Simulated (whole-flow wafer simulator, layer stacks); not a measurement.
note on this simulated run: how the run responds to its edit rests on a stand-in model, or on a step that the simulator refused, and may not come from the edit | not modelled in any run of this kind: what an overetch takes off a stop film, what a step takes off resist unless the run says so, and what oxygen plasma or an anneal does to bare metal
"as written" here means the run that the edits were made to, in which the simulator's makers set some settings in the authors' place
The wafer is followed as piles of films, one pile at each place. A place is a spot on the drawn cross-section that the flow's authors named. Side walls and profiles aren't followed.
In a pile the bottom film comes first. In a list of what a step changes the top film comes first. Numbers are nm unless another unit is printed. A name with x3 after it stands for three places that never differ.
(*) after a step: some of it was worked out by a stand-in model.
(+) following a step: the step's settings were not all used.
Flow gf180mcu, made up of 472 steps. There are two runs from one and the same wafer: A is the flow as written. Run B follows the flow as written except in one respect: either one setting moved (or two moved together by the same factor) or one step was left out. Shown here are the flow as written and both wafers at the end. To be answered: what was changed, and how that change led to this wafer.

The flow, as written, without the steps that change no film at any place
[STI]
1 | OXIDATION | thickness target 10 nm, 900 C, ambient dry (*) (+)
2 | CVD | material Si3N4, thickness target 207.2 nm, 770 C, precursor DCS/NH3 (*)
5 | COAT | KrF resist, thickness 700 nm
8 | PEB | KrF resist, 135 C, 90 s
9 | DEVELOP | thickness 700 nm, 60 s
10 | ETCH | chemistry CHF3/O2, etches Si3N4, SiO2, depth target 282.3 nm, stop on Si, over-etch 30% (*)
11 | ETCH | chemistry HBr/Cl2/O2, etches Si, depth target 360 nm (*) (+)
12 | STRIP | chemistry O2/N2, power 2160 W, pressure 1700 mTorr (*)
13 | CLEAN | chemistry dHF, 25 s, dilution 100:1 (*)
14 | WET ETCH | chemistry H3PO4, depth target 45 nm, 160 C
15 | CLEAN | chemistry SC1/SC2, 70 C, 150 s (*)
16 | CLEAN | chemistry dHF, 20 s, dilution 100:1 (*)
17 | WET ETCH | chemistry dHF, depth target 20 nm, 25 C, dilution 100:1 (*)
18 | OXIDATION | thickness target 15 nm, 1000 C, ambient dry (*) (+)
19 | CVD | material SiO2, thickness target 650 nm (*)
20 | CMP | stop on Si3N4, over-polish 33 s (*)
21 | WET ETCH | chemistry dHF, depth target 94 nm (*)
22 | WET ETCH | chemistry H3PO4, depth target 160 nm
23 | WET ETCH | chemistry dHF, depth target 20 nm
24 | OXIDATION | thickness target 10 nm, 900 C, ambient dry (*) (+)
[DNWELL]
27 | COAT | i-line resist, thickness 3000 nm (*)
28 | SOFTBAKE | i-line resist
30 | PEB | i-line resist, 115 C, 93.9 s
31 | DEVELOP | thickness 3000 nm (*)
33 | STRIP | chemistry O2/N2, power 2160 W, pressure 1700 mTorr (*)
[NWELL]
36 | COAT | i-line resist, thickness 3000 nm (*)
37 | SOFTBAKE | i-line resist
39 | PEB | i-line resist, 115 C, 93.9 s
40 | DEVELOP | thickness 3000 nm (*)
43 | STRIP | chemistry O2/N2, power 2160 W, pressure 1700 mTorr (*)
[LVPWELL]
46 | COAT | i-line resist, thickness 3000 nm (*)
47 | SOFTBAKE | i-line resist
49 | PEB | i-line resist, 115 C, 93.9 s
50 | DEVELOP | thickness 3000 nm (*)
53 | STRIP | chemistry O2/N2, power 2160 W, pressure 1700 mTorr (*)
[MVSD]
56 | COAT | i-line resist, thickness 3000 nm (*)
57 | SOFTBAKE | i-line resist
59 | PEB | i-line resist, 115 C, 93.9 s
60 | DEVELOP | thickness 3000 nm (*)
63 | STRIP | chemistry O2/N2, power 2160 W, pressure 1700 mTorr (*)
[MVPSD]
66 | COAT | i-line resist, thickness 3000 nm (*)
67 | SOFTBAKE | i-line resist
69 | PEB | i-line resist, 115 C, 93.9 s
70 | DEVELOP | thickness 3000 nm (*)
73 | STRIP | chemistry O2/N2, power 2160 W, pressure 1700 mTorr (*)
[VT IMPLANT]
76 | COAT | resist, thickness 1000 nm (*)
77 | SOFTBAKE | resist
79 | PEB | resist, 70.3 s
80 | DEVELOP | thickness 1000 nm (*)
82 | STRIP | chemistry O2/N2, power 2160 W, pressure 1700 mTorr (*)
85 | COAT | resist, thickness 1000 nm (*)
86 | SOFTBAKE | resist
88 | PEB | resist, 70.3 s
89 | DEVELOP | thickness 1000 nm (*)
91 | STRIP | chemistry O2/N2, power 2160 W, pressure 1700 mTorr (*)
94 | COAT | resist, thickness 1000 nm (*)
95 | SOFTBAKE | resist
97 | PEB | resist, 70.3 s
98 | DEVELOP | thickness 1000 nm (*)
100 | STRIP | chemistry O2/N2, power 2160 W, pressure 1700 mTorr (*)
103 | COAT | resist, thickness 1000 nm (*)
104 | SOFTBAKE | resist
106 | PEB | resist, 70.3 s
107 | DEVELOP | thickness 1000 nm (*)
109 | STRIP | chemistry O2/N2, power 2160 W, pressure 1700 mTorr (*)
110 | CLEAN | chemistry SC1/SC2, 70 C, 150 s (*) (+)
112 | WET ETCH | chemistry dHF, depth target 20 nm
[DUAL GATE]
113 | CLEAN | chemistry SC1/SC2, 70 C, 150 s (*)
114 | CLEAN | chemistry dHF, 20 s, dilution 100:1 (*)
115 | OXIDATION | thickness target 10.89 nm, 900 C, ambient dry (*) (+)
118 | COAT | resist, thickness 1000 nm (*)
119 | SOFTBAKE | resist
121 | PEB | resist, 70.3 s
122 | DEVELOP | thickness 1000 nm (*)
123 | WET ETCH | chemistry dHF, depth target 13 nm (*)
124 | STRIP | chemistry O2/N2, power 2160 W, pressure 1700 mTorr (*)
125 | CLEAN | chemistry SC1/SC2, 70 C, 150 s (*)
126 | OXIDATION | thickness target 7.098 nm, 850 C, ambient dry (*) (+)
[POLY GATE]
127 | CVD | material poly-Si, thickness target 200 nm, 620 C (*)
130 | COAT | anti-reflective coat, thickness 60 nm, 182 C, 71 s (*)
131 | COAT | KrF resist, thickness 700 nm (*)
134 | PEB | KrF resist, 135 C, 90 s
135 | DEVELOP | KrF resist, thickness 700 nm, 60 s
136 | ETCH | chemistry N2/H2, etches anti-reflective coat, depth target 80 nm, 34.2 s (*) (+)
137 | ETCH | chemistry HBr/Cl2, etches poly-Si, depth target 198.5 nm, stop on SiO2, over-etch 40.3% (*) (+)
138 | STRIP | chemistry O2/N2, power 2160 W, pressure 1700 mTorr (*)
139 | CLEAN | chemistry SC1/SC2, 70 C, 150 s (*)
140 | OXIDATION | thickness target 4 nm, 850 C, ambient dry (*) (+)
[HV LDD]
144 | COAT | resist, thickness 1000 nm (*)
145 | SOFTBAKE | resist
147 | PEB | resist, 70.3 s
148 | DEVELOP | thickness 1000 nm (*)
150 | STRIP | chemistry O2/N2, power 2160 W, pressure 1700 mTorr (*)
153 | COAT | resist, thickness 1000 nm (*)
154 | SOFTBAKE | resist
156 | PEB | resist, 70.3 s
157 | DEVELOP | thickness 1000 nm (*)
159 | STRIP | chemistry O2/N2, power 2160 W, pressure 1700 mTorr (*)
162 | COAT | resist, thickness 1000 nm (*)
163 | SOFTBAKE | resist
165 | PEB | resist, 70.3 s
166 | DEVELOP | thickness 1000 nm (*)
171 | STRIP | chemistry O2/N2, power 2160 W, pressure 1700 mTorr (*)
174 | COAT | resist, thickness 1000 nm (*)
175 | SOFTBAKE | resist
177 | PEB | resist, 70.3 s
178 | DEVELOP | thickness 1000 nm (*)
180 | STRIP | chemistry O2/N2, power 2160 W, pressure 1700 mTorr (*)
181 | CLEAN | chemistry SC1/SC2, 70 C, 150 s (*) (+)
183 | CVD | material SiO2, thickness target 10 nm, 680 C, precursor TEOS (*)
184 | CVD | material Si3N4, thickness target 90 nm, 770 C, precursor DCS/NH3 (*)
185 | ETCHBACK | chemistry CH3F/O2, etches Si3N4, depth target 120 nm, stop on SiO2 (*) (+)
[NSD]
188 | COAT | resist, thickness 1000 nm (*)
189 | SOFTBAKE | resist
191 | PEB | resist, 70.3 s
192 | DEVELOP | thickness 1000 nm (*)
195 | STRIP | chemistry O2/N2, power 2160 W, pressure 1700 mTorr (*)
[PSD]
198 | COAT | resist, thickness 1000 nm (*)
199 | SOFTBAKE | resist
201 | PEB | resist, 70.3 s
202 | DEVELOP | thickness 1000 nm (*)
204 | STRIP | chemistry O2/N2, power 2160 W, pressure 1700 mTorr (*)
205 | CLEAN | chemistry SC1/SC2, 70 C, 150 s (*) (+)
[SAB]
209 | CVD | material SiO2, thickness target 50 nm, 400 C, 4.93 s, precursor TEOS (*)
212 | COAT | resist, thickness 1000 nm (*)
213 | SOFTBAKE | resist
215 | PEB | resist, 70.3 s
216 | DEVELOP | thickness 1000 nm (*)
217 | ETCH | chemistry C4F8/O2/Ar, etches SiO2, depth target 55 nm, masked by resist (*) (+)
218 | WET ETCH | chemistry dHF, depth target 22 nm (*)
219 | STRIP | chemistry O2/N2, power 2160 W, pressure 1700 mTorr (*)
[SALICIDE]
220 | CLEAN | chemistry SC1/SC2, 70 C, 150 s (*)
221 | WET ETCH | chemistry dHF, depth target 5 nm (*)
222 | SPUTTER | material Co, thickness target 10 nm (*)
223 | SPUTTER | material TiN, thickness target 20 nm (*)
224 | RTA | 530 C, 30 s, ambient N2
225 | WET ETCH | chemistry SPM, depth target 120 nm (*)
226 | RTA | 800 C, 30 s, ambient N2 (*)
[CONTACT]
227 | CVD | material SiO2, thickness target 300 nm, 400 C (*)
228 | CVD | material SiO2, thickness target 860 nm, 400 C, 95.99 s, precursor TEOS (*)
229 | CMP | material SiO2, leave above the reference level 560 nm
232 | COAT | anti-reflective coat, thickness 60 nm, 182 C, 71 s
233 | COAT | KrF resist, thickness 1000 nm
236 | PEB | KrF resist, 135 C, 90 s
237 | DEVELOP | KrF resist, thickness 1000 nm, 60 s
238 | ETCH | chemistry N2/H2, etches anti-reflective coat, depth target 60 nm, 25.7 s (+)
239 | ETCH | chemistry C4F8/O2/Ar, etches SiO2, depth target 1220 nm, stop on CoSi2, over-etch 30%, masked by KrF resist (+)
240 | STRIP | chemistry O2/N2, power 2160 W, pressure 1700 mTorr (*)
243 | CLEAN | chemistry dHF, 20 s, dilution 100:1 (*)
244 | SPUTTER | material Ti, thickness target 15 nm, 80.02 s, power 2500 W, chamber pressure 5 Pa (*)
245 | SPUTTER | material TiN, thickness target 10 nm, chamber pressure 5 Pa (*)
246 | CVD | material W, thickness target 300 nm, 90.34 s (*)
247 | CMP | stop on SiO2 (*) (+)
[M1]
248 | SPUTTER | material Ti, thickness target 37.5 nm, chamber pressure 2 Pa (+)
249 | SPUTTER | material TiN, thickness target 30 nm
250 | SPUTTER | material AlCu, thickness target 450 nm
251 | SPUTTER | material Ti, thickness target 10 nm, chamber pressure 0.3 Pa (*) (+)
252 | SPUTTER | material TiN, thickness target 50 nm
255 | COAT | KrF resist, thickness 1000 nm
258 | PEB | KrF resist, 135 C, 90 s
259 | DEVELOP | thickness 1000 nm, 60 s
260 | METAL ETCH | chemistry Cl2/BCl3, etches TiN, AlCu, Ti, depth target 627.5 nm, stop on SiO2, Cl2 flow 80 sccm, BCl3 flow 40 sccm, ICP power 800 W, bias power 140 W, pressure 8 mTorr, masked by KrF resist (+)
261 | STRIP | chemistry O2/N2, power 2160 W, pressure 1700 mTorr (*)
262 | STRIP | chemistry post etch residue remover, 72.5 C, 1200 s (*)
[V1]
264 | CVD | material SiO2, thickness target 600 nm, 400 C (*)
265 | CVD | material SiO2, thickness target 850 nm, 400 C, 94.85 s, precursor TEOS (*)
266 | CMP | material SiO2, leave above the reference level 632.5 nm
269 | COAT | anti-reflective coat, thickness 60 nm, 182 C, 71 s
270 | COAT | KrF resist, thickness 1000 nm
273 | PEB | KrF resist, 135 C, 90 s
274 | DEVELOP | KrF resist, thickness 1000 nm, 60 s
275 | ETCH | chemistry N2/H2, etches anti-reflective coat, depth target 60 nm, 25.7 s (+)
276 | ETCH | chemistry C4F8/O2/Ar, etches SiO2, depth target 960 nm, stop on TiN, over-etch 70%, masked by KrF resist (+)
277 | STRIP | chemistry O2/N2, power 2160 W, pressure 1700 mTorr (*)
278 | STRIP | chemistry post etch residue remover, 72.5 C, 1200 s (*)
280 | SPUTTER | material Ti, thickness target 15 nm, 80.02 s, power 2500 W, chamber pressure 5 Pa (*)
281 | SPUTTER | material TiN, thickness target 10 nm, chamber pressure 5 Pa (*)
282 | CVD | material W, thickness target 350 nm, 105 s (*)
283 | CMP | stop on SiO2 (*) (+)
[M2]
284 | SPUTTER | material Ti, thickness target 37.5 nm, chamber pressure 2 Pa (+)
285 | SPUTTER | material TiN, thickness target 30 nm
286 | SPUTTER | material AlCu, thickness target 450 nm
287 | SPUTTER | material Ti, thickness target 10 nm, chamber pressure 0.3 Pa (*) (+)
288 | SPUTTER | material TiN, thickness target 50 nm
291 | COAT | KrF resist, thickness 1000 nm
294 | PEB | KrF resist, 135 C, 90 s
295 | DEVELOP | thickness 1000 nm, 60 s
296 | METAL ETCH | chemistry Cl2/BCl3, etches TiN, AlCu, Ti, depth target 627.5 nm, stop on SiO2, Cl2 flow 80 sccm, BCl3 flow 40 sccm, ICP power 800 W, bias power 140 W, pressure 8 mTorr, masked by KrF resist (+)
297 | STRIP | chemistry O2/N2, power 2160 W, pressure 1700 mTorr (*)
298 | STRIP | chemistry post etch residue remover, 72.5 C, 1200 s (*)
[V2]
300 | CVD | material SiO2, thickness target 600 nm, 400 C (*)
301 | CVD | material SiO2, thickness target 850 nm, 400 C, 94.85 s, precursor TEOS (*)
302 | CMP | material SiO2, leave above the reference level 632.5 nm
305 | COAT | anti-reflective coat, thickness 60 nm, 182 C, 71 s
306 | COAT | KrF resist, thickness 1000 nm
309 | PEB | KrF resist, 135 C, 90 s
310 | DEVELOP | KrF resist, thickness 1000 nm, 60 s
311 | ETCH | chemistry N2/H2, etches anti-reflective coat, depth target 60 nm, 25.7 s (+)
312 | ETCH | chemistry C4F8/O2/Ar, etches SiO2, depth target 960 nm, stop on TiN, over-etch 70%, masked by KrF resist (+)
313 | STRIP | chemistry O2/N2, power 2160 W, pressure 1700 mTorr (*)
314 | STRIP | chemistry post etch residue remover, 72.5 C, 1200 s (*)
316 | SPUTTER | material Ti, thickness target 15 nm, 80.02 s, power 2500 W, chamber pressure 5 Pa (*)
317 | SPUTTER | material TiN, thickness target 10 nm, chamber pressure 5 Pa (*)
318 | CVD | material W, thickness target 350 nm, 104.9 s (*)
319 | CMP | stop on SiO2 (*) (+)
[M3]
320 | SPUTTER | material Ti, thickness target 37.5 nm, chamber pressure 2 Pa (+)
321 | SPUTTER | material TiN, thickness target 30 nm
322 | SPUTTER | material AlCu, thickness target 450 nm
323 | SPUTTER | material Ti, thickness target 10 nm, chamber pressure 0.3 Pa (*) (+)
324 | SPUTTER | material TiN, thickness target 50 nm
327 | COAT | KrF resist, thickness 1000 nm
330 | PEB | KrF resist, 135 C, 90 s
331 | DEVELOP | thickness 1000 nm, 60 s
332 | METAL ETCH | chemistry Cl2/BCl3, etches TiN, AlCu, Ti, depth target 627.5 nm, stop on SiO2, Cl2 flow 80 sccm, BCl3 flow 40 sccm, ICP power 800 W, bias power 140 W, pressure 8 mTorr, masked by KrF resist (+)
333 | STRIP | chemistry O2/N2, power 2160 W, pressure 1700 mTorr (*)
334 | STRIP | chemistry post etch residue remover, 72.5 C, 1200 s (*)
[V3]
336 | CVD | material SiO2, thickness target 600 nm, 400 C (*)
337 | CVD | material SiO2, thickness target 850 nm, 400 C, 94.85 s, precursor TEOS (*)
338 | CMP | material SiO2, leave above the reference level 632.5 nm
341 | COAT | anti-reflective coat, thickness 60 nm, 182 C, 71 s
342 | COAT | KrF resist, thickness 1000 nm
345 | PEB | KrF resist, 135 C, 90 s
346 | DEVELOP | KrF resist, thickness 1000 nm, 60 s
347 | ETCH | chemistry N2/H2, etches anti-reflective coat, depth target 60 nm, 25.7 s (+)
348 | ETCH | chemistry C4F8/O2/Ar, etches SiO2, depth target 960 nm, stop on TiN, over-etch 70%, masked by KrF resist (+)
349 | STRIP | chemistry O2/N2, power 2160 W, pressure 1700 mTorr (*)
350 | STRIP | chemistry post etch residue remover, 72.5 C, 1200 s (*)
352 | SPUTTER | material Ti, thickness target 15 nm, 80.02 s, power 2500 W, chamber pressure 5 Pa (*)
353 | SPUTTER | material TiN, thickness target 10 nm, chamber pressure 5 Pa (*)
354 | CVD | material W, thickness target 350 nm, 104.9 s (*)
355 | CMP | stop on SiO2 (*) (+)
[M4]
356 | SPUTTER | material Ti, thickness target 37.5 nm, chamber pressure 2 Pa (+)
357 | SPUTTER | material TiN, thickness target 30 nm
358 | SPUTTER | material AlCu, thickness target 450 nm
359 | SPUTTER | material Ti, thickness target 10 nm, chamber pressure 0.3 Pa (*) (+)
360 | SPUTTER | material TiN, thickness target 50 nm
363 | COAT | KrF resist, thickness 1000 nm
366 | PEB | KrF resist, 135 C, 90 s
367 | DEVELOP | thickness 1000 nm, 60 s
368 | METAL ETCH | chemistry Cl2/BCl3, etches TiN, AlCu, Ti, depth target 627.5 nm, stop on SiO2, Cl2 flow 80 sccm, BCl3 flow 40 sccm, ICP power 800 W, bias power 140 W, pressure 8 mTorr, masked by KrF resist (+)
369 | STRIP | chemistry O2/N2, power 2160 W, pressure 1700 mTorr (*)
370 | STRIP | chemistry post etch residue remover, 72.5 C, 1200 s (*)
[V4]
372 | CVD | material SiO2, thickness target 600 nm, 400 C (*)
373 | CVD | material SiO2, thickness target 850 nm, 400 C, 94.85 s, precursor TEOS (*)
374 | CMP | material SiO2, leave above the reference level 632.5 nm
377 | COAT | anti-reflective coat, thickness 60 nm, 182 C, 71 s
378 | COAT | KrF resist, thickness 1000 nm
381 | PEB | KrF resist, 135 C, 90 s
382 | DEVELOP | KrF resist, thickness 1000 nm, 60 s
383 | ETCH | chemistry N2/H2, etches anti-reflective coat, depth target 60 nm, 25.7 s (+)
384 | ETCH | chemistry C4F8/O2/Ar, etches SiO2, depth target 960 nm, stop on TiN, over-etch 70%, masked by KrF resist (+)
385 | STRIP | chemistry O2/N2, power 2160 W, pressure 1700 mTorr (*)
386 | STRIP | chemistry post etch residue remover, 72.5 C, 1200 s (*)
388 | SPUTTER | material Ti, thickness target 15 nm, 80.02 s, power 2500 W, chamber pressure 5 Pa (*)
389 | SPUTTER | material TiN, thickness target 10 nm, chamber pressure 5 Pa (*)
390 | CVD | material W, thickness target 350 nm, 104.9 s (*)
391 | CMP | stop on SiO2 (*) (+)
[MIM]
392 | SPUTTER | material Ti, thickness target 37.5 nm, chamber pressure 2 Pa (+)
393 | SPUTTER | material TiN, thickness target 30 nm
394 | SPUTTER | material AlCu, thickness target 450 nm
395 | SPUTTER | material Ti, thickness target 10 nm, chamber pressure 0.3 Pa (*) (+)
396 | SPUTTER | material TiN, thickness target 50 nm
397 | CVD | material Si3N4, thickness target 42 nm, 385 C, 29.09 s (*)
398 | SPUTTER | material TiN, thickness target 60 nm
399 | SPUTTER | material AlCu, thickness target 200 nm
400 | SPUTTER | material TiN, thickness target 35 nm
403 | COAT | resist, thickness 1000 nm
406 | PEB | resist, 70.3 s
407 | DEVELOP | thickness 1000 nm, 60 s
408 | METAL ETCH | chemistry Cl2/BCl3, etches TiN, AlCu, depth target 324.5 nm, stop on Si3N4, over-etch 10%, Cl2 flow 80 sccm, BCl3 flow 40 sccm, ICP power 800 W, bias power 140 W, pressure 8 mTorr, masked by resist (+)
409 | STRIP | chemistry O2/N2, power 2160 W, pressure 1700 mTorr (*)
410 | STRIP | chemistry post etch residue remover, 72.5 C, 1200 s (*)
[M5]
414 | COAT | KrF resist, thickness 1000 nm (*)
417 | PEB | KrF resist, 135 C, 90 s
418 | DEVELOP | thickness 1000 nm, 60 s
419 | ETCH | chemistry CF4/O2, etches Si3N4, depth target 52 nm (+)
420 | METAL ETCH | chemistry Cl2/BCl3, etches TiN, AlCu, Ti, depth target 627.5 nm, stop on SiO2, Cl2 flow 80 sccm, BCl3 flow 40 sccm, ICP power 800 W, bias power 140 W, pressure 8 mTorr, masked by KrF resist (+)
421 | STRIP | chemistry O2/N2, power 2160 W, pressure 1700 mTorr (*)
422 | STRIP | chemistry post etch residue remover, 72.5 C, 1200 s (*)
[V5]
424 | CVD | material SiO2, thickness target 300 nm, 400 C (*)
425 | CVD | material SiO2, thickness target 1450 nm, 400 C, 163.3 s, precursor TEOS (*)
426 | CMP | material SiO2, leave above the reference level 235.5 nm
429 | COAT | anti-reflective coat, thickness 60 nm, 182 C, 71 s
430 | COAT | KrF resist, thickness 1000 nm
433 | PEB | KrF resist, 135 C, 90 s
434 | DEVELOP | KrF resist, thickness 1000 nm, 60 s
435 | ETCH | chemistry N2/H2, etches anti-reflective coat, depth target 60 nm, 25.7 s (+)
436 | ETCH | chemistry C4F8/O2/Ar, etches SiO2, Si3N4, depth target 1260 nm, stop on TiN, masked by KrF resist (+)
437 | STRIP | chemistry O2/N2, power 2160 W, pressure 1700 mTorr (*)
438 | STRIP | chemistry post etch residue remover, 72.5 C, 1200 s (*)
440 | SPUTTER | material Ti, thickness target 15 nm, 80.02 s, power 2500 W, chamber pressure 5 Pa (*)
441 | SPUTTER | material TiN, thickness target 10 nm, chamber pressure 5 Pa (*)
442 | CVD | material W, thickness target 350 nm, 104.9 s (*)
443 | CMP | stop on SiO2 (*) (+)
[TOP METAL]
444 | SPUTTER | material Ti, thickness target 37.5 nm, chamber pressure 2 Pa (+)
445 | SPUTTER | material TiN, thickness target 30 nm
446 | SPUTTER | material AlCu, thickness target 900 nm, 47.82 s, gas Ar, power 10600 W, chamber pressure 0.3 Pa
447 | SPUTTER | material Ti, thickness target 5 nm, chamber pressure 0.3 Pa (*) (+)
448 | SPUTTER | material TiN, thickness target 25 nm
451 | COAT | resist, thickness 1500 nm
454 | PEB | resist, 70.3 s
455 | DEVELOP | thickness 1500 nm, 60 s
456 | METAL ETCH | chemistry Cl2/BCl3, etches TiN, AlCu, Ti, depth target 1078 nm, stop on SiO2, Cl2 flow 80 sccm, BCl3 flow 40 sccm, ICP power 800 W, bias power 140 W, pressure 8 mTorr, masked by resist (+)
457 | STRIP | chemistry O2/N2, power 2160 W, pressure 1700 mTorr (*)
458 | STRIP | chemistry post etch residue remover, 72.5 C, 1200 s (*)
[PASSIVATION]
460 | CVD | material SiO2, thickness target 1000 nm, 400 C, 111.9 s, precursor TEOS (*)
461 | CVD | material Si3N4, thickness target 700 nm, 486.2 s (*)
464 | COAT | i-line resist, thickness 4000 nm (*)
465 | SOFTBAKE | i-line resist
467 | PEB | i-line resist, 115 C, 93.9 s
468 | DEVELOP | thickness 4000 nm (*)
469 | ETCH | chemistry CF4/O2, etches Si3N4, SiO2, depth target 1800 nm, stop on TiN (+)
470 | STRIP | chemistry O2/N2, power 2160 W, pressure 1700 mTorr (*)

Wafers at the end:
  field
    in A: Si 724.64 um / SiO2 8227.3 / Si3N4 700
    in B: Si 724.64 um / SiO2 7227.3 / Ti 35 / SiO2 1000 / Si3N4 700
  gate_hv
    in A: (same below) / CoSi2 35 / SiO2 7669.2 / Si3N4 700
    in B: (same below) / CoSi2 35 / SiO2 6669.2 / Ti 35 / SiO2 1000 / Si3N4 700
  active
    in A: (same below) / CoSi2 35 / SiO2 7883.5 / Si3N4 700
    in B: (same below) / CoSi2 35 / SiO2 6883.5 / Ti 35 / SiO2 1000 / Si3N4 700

The reason: step 446, SPUTTER: 53.8 s was run, though the flow has 47.82 s.

The path from the change to this, step by step:
  446 | SPUTTER | material AlCu, thickness target 900 nm, 47.82 s, gas Ar, power 10600 W, chamber pressure 0.3 Pa
      field, field__w1, field__w2 and 109 more: A AlCu gains 900 (new film) | B AlCu gains 1015 (new film)
  456 | METAL ETCH | chemistry Cl2/BCl3, etches TiN, AlCu, Ti, depth target 1078 nm, stop on SiO2, Cl2 flow 80 sccm, BCl3 flow 40 sccm, ICP power 800 W, bias power 140 W, pressure 8 mTorr, masked by resist (+)
      field, field__w1, field__w2 and 103 more: A TiN loses 25 (all of it), Ti loses 5 (all of it), AlCu loses 900 (all of it), TiN loses 30 (all of it), Ti loses 37.5 (all of it) | B TiN loses 25 (all of it), Ti loses 5 (all of it), AlCu loses 1015 (all of it), TiN loses 30 (all of it), Ti loses 2.55
  460 | CVD | material SiO2, thickness target 1000 nm, 400 C, 111.9 s, precursor TEOS (*)
      field, field__w1, field__w2 and 103 more: A SiO2 gains 1000 | B SiO2 gains 1000 (new film)
  464 | COAT | i-line resist, thickness 4000 nm (*)
      field__w8: A i-line resist gains 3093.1 (new film) | B i-line resist gains 3022.9 (new film)
      contact: A i-line resist gains 3153.6 (new film) | B i-line resist gains 3063.6 (new film)
      (also at 4 further places)
  465 | SOFTBAKE | i-line resist
      ld_acc_p, ld_fp_p, ld_drift_p: A i-line resist gains 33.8 | B i-line resist gains 30.3
      field__w11, field__w13: A i-line resist gains 37.6 | B i-line resist gains 34.9
      (also at 57 further places)
  467 | PEB | i-line resist, 115 C, 93.9 s
      field__w8, m1__w1: A i-line resist loses 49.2 | B i-line resist loses 47.7
      contact, m1: A i-line resist loses 49.6 | B i-line resist loses 48
      (also at 2 further places)
  468 | DEVELOP | thickness 4000 nm (*)
      pad: A i-line resist loses 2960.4 (all of it) | B i-line resist loses 2881.3 (all of it)
  470 | STRIP | chemistry O2/N2, power 2160 W, pressure 1700 mTorr (*)
      field__w8, m1__w1: A i-line resist loses 1775.9 (all of it) | B i-line resist loses 1699.3 (all of it)
      contact: A i-line resist loses 1798.3 (all of it) | B i-line resist loses 1714.4 (all of it)
      (also at 2 further places)
Taking metal films that touch as one body, field has 1 body; the flow as written gives 0 bodies.
Taking metal films that touch as one body, gate_hv has 2 bodies (between them, from the top down: SiO2 6669.2); the flow as written gives 1 body.
Taking metal films that touch as one body, active has 2 bodies (between them, from the top down: SiO2 6883.5); the flow as written gives 1 body.
